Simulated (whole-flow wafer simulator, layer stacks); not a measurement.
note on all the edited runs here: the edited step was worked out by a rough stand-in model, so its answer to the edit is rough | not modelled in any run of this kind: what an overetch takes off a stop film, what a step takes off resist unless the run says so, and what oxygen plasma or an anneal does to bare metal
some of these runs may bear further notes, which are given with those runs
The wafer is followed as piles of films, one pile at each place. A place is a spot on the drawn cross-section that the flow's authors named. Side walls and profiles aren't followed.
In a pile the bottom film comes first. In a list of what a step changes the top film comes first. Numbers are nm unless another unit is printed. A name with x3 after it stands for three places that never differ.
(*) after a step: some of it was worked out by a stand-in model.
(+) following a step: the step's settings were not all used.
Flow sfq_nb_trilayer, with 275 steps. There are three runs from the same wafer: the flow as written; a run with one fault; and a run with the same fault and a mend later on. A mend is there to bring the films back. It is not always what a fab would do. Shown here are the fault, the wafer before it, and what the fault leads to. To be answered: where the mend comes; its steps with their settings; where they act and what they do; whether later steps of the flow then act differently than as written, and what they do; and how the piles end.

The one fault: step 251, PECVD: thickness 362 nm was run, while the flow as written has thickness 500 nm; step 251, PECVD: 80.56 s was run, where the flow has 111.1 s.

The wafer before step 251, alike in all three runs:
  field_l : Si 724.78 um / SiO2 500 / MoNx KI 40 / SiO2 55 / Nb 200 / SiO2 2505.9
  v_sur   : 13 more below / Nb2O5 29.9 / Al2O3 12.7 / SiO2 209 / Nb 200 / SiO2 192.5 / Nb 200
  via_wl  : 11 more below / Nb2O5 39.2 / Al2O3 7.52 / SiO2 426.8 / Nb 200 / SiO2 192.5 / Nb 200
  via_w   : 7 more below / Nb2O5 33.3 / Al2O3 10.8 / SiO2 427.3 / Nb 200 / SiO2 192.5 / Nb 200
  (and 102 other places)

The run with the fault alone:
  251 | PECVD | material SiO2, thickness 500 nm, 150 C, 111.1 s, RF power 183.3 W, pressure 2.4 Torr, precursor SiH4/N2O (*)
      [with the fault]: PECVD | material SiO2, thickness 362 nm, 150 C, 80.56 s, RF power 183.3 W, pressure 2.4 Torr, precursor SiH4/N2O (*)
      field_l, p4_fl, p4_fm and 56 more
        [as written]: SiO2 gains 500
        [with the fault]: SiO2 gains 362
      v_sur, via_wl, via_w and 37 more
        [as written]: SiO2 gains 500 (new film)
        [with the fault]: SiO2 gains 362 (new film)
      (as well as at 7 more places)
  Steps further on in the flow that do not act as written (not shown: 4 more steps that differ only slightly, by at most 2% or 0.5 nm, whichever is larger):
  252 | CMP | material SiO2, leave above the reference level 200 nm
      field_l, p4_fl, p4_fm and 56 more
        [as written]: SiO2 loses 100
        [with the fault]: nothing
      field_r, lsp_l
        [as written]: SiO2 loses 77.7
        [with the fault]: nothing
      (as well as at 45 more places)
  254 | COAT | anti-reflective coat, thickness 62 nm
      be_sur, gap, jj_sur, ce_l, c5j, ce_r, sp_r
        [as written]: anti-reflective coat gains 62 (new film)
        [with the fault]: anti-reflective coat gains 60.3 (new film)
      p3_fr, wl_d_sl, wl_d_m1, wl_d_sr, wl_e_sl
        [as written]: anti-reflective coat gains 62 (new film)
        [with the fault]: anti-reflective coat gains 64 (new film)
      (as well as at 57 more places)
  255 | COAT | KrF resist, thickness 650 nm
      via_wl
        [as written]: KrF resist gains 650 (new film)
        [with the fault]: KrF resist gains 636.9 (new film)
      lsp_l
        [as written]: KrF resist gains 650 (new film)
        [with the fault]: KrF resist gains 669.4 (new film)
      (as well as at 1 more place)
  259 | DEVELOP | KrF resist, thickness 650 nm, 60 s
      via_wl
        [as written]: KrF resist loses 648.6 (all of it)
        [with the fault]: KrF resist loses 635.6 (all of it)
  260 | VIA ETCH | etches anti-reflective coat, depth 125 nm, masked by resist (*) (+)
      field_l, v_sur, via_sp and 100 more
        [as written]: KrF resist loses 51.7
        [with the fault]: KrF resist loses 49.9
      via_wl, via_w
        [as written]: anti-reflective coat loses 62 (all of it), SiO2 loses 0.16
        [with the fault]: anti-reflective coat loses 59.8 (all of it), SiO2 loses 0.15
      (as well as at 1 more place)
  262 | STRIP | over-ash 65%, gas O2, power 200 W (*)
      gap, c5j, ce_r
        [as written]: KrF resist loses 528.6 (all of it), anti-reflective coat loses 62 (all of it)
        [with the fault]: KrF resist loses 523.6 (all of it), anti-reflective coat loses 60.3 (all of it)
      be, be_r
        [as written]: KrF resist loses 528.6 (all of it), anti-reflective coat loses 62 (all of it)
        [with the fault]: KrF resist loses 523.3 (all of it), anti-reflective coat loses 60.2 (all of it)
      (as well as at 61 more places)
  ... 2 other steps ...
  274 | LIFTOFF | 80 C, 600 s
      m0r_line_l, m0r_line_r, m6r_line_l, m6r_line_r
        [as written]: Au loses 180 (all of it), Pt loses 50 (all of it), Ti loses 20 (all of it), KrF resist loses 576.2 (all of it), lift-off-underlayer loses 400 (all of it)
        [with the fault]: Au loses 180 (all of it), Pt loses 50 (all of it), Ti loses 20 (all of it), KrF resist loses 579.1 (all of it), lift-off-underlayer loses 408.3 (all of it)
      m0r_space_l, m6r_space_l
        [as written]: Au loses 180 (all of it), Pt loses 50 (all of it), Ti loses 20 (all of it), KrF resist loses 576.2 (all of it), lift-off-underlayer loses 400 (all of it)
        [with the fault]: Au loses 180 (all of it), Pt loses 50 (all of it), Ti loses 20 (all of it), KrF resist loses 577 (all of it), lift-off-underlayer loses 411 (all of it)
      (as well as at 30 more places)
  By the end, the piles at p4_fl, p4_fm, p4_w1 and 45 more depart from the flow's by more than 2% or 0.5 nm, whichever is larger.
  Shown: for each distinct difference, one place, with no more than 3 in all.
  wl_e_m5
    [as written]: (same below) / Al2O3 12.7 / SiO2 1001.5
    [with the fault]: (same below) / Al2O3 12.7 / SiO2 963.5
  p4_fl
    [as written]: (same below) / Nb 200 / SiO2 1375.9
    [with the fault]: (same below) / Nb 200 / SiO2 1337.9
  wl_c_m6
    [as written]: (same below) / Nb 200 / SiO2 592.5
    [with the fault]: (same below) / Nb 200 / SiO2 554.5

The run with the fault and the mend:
  The mend follows step 251.
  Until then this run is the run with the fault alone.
  251a | PECVD | material SiO2, thickness 138 nm, 150 C, 30.67 s, RF power 183.3 W, pressure 2.4 Torr, precursor SiH4/N2O (*) (a further turn of the flow's step 251, with different settings)
      field_l, v_sur, via_wl and 98 more
        SiO2 gains 138
      field_r, lsp_l
        SiO2 gains 132.6
      l0_sur, l0v
        SiO2 gains 134.9
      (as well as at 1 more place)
  Steps further on in the flow that do not act as written:
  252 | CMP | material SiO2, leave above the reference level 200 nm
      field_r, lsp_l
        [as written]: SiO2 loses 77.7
        [with the mend]: SiO2 loses 79.6
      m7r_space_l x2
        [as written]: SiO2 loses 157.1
        [with the mend]: SiO2 loses 100
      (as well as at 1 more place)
  The piles end the same as the flow's at every place that both follow.
